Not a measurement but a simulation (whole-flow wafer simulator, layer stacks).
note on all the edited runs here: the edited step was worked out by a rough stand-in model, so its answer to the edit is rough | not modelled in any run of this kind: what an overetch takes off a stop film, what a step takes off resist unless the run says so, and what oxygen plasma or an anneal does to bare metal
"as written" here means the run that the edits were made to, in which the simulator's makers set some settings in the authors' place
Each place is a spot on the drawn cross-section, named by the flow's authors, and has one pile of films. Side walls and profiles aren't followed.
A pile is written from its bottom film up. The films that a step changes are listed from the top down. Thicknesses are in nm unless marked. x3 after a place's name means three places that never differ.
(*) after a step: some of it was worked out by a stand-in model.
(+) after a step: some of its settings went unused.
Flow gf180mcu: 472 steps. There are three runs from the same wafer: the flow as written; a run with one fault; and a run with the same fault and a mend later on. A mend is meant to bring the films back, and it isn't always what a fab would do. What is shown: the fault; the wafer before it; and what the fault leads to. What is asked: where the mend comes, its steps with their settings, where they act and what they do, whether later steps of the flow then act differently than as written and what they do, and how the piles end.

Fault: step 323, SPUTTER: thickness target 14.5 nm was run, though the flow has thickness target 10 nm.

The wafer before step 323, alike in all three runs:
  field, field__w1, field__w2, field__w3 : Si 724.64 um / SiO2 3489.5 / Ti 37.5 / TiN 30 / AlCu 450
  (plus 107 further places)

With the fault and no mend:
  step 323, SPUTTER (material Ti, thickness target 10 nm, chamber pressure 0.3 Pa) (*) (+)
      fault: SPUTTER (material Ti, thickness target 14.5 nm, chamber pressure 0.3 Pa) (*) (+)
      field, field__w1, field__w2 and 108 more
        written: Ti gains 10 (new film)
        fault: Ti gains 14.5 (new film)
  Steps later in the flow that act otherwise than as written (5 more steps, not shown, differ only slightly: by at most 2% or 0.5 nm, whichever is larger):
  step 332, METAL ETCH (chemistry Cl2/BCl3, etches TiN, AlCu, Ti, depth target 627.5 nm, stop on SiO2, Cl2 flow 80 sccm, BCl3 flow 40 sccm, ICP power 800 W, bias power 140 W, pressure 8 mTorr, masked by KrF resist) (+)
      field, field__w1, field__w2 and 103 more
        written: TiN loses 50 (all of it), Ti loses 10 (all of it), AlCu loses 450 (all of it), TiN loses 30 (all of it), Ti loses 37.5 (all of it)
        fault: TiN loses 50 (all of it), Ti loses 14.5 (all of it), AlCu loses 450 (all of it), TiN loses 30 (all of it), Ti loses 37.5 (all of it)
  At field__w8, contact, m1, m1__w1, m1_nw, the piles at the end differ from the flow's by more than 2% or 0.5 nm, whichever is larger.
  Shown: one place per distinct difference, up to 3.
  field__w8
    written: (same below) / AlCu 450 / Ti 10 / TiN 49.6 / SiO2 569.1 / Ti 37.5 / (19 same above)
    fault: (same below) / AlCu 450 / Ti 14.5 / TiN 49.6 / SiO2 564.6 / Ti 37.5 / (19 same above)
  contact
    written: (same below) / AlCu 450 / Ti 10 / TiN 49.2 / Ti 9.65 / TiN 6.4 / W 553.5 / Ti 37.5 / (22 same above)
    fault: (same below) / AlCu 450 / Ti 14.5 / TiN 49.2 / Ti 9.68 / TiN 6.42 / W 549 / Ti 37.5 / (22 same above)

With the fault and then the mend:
  The mend stands after step 323.
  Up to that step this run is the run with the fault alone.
  step 323a, METAL ETCH (chemistry Cl2/BCl3, etches TiN, AlCu, Ti, depth target 4.5 nm, Cl2 flow 80 sccm, BCl3 flow 40 sccm, ICP power 800 W, bias power 140 W, pressure 8 mTorr) (the flow's step 260 again, with other settings)
      field, field__w1, field__w2 and 108 more
        Ti loses 4.5
  Every later step of the flow that is run acts as written at every place that is followed.
  The piles end the same as the flow's at every place that both follow.
